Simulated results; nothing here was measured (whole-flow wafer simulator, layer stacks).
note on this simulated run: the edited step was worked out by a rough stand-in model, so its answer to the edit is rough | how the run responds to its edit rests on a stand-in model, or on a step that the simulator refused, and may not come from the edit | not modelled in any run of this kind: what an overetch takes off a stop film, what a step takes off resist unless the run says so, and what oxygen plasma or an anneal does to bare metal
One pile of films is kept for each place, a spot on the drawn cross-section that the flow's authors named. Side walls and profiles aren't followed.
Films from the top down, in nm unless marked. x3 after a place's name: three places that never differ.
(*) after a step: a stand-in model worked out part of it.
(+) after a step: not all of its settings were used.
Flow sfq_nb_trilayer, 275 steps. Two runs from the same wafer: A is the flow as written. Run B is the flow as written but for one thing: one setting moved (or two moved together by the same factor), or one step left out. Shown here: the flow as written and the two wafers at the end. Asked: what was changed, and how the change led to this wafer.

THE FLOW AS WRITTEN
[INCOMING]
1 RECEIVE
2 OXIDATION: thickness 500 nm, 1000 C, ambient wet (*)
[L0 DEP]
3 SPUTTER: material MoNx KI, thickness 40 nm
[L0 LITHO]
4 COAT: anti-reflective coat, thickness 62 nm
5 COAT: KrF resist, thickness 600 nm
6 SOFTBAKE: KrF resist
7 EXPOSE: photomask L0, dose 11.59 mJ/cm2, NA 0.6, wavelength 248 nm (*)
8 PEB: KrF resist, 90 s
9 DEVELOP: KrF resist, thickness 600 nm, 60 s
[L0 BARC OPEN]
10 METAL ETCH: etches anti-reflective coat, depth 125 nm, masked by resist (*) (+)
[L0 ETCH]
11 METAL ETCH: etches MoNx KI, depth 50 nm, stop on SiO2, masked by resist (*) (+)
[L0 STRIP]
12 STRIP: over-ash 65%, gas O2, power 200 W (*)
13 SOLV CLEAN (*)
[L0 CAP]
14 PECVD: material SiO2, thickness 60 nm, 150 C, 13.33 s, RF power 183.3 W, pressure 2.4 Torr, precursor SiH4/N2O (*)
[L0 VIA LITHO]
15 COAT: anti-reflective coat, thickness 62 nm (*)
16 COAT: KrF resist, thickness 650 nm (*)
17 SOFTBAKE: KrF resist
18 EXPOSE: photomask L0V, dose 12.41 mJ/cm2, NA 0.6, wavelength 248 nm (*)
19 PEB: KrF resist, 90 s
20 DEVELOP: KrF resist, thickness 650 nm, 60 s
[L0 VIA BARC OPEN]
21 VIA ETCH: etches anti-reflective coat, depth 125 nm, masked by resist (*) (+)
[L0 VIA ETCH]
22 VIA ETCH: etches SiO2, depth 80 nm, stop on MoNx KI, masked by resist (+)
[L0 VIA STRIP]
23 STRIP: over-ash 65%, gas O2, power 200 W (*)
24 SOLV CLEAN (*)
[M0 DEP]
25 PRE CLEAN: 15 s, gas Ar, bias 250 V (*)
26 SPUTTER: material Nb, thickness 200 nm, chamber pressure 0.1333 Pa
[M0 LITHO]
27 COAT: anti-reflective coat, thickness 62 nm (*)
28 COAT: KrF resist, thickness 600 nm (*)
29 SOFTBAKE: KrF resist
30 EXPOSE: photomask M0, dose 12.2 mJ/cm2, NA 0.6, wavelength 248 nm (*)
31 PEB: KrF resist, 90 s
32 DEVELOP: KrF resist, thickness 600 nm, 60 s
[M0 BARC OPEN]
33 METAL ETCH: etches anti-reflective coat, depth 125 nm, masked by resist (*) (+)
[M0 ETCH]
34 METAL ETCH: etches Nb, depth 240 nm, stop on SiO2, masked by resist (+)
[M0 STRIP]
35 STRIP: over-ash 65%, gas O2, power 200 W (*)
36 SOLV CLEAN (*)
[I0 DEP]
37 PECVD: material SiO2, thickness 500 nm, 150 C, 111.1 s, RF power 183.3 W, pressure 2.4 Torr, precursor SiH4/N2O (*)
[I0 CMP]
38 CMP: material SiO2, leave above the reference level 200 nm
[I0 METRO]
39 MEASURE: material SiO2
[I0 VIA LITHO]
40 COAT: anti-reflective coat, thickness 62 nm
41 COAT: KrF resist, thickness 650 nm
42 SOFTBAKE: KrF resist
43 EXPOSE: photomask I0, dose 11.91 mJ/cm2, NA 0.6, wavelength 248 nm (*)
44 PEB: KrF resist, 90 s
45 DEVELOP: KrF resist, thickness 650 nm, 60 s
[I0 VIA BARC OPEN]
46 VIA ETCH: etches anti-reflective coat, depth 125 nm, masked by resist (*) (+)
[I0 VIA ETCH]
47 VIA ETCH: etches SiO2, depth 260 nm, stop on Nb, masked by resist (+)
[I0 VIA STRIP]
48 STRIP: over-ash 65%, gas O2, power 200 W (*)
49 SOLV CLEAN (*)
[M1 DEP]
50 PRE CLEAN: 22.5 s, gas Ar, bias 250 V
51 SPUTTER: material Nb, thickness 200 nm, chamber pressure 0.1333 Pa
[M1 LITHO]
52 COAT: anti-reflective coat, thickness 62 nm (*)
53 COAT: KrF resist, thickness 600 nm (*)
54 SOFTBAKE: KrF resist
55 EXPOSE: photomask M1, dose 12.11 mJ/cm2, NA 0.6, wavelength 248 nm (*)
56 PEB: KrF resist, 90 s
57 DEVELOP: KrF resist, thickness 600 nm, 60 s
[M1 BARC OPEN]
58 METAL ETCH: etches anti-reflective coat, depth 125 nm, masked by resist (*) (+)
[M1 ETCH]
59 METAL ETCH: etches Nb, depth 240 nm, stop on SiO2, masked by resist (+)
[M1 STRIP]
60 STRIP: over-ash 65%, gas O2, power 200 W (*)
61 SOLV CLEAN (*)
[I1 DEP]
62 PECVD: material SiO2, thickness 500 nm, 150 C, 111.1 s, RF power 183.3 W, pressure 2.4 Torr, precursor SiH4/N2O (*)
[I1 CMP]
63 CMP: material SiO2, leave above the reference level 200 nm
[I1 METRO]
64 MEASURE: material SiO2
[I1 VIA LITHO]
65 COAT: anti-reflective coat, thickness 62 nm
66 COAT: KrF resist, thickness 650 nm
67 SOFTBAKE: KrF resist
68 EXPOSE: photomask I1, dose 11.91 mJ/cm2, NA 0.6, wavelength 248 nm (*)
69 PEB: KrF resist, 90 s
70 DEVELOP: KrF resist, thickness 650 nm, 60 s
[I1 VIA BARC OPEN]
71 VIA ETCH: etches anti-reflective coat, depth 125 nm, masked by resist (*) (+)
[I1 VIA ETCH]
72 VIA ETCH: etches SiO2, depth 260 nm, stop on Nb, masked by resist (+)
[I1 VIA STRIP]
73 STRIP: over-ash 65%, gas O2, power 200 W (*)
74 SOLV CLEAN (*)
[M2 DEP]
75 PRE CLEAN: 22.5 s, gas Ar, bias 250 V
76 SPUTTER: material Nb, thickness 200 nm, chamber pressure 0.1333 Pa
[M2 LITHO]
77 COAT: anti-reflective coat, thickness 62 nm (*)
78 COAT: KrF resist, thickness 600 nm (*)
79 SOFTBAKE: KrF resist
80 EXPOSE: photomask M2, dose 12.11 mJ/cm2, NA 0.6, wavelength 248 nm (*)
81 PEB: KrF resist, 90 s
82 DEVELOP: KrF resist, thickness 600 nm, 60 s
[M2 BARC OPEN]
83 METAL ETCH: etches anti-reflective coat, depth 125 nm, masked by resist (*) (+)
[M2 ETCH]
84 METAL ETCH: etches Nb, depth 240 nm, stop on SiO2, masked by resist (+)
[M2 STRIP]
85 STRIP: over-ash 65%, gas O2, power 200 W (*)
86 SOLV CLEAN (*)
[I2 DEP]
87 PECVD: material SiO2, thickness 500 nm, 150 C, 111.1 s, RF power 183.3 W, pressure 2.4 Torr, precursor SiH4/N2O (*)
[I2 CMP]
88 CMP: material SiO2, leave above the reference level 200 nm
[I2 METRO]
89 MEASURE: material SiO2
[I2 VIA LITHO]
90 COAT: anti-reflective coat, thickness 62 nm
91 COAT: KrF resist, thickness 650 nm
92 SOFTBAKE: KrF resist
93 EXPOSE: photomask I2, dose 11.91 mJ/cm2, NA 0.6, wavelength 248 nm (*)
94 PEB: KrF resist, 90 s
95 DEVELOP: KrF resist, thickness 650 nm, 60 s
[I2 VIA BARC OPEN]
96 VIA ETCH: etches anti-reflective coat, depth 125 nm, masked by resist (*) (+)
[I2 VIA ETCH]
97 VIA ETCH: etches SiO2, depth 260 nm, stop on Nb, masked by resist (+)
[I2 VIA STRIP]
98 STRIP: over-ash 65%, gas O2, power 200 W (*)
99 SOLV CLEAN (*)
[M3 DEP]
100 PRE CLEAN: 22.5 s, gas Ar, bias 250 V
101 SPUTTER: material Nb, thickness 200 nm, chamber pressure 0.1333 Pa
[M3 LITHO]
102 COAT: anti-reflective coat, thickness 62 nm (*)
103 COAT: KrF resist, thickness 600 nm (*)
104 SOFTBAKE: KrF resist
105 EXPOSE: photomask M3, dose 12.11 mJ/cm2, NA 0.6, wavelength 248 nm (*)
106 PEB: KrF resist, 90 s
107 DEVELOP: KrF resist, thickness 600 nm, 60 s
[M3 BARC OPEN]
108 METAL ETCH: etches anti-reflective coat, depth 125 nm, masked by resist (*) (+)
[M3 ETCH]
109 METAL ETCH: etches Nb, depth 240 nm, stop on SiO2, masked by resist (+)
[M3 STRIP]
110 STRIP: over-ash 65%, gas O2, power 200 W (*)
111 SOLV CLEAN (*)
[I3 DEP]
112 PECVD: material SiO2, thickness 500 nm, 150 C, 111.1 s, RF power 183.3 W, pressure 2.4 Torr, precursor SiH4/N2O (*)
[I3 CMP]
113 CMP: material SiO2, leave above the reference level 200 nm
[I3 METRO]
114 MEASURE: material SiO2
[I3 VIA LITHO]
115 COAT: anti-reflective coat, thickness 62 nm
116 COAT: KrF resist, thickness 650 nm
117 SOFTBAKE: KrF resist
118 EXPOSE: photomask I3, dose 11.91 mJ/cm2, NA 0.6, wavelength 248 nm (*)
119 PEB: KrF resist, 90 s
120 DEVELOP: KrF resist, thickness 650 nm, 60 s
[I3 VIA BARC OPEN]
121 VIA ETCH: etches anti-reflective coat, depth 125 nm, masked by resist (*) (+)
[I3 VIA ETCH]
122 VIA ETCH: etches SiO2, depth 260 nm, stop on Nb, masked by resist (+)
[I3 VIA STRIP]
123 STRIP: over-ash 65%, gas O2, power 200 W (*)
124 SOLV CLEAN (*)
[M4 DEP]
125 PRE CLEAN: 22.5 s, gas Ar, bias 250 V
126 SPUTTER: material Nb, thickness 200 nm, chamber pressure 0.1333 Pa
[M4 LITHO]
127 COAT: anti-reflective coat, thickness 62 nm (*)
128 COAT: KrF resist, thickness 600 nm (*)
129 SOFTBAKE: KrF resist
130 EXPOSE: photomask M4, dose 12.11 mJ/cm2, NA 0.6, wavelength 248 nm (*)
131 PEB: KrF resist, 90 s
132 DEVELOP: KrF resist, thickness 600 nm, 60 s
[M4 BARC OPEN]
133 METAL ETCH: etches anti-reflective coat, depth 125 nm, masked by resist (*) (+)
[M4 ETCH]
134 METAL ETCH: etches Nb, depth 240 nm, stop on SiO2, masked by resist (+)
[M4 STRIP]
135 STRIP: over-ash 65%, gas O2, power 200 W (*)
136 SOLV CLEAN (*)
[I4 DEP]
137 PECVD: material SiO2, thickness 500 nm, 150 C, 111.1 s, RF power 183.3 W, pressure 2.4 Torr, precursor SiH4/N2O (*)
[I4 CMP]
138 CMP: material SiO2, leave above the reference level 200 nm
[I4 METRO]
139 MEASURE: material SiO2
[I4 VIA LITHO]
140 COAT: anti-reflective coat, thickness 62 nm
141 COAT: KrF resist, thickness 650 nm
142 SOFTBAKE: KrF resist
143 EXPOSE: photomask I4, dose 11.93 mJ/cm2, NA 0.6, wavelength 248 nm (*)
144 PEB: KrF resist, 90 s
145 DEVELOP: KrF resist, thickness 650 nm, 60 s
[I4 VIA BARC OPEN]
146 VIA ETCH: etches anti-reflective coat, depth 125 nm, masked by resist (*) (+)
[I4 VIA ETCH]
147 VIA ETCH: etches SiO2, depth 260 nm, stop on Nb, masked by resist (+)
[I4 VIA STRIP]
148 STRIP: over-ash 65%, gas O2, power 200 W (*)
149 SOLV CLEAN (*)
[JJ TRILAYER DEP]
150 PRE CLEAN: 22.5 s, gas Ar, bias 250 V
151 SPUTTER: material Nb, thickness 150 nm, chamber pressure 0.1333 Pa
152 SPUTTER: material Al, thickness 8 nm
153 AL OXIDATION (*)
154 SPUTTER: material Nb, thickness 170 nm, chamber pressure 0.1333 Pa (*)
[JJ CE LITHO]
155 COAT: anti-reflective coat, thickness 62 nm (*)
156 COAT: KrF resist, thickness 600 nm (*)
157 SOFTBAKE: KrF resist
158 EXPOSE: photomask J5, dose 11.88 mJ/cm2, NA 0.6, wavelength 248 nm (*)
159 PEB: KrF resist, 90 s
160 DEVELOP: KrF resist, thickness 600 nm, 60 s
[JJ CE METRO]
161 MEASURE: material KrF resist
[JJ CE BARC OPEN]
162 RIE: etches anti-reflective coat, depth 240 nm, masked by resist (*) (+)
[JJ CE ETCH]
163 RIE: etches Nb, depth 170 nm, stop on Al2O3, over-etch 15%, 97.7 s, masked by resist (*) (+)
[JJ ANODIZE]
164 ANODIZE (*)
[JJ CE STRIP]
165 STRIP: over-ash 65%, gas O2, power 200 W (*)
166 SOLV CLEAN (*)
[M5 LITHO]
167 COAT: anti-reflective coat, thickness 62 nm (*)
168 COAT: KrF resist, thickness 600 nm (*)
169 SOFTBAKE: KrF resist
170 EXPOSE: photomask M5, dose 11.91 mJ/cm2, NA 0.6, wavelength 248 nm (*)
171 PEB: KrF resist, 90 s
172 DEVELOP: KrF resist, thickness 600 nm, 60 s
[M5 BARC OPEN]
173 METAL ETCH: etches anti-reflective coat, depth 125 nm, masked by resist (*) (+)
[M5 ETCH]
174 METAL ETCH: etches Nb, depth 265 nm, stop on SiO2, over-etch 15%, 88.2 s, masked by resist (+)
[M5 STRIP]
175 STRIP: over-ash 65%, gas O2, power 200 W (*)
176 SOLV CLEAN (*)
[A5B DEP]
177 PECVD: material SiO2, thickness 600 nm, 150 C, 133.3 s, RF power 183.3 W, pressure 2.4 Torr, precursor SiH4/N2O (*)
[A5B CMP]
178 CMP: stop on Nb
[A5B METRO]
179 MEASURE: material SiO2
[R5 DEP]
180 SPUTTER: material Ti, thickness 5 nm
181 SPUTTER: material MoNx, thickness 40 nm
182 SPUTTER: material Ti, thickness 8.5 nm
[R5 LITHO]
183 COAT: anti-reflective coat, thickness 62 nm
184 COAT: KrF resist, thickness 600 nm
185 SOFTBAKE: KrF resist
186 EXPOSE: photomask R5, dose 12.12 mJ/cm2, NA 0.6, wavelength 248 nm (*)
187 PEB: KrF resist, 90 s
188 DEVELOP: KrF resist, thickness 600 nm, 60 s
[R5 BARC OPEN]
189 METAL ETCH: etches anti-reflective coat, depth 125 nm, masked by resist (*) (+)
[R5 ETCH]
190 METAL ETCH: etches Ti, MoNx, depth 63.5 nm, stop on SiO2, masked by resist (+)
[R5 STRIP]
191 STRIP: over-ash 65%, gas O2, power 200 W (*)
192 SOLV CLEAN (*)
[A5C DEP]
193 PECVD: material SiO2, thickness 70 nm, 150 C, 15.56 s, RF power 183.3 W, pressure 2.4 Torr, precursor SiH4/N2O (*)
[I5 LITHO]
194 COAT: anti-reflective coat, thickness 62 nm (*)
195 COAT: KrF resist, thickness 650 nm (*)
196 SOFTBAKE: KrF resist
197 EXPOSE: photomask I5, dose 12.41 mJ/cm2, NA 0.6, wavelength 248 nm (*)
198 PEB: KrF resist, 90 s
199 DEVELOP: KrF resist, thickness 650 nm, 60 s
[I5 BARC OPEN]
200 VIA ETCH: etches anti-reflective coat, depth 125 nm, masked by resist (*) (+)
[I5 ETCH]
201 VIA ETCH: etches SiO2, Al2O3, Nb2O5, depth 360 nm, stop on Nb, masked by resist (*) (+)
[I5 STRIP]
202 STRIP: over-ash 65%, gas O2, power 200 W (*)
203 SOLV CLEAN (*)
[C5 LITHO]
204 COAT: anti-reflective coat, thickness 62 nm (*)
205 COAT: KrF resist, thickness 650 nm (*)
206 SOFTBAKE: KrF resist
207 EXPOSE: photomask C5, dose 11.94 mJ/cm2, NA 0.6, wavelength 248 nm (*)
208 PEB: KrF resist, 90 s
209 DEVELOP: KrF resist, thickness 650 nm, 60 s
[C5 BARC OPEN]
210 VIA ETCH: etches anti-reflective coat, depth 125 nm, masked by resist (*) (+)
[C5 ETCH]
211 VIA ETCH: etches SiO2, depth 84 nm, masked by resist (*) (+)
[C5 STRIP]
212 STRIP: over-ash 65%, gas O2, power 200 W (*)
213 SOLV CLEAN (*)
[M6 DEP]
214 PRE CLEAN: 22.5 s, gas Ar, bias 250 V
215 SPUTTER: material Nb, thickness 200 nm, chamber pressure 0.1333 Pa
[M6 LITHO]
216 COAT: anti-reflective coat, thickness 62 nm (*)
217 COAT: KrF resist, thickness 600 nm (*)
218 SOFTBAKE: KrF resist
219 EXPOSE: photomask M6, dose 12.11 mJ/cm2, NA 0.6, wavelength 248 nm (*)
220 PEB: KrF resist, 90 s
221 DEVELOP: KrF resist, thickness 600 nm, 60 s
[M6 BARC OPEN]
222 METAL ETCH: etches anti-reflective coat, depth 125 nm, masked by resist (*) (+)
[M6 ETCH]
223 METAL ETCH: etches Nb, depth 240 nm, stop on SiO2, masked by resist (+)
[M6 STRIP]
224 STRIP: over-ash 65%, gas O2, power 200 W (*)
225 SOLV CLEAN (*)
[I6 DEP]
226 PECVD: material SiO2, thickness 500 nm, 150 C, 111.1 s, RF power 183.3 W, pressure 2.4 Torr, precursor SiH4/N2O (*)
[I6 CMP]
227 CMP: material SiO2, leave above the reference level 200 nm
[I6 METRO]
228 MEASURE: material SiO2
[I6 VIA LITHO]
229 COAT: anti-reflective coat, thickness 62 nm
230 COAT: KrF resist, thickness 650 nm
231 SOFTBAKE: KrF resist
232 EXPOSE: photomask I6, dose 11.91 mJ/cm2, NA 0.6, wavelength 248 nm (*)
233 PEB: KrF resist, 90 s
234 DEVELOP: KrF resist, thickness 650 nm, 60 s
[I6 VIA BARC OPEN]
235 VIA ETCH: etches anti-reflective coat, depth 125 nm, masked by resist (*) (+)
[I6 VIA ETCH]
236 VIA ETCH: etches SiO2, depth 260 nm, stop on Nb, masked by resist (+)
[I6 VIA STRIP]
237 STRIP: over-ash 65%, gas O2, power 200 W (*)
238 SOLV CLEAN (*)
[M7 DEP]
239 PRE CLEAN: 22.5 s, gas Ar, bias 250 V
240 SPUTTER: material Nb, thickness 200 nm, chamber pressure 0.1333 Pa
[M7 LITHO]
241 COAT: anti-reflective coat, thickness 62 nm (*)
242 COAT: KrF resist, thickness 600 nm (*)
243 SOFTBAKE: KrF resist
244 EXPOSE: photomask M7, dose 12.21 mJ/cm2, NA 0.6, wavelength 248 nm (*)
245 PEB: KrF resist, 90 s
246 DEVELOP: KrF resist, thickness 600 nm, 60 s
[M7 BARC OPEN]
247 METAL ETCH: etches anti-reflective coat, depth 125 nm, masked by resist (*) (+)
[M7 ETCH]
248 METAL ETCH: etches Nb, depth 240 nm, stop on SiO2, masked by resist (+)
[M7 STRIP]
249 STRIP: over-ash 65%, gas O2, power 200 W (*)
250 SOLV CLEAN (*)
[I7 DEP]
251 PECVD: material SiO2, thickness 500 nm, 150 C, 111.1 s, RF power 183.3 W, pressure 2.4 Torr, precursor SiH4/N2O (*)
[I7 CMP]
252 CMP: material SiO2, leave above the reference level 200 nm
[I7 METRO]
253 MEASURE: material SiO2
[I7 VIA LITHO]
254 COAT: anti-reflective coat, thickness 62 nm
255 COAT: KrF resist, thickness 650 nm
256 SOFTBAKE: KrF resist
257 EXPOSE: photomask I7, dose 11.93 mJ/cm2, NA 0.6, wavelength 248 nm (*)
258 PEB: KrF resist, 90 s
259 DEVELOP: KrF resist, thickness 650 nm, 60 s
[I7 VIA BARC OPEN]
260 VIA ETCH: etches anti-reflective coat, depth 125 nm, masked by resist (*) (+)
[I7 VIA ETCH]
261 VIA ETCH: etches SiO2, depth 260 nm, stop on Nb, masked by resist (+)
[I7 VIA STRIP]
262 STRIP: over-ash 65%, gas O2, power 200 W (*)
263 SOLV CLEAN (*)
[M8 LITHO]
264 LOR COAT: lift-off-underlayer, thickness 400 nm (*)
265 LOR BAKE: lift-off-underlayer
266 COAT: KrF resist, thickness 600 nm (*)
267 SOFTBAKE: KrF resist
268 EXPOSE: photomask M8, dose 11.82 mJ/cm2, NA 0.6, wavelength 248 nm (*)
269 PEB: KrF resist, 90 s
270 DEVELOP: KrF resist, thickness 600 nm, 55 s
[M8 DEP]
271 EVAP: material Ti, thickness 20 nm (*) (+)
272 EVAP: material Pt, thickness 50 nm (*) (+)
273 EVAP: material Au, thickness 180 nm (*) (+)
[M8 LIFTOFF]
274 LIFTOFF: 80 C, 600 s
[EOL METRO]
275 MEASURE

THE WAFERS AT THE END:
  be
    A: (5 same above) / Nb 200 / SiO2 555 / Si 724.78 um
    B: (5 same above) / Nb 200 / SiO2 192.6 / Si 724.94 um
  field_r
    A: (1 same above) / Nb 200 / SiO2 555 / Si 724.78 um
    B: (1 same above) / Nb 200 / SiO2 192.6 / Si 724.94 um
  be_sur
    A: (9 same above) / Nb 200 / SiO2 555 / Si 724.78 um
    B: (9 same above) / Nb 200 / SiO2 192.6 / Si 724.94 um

The cause: step 2, OXIDATION: 875 C was run, where the flow has 1000 C.

How the change led to this, step by step:
  2 OXIDATION: thickness 500 nm, 1000 C, ambient wet (*)
      field_l, v_sur, via_wl and 103 more: A SiO2 +500 (new film), chemical SiO2 -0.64 (all of it), Si -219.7 | B SiO2 +137.6 (new film), chemical SiO2 -0.64 (all of it), Si -60.3
